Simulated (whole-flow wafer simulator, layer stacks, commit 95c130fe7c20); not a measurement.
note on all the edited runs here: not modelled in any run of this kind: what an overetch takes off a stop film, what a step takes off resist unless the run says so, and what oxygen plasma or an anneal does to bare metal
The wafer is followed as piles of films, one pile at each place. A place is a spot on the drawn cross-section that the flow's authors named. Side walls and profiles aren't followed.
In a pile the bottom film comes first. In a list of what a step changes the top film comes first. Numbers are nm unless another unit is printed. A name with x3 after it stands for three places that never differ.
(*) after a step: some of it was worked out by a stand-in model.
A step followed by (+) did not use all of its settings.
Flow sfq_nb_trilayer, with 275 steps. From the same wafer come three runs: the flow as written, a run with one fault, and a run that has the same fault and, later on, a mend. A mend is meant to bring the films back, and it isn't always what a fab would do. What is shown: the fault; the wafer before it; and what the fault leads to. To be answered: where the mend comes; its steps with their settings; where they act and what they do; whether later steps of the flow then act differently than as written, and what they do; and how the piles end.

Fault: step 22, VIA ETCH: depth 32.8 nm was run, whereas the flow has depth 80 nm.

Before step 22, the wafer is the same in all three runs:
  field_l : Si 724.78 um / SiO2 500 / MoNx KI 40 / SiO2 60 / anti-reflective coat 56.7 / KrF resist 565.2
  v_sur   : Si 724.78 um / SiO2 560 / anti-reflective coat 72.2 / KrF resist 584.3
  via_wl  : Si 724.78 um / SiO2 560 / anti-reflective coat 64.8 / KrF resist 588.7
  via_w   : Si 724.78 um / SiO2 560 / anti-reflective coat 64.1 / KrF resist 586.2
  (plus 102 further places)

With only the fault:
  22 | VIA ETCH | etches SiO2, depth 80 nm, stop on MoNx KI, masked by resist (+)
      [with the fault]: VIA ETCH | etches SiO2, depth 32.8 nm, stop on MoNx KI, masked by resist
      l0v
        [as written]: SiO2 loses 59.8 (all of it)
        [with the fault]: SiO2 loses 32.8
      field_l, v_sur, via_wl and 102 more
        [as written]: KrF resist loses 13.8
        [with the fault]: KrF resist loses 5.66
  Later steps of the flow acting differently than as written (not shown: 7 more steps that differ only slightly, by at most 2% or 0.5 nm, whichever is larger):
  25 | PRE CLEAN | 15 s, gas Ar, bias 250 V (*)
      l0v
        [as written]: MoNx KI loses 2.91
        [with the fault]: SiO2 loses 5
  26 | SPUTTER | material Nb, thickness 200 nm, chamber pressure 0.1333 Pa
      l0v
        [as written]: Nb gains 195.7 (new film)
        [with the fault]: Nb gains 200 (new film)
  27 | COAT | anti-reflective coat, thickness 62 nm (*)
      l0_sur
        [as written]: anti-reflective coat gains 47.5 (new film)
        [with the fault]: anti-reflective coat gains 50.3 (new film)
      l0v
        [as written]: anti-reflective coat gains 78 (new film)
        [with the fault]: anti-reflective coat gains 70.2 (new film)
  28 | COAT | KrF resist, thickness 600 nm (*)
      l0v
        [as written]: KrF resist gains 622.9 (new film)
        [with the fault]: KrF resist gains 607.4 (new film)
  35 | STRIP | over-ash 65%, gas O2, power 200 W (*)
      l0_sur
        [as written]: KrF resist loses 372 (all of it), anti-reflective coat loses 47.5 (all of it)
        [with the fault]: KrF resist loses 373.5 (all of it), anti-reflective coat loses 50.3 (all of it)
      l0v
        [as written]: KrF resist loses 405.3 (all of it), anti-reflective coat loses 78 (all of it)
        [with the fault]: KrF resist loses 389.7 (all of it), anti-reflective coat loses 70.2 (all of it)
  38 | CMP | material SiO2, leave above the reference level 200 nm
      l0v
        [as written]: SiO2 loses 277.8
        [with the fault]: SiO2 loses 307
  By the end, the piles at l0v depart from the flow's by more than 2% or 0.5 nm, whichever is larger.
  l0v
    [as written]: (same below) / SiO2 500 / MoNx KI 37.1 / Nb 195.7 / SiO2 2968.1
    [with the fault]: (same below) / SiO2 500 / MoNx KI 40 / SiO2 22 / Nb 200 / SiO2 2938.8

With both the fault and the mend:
  The mend stands after step 22.
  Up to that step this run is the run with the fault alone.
  22a | VIA ETCH | etches SiO2, depth 47.2 nm, stop on MoNx KI, masked by resist (+) (the flow's step 22, run once more with other settings)
      field_l, v_sur, via_wl and 102 more
        KrF resist loses 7
      l0v
        SiO2 loses 27 (all of it)
  Later steps of the flow that are run all act as written at every place that is followed, up to a difference of at most 2% or 0.5 nm, whichever is larger.
  The piles end the same as the flow's at every place that both follow.
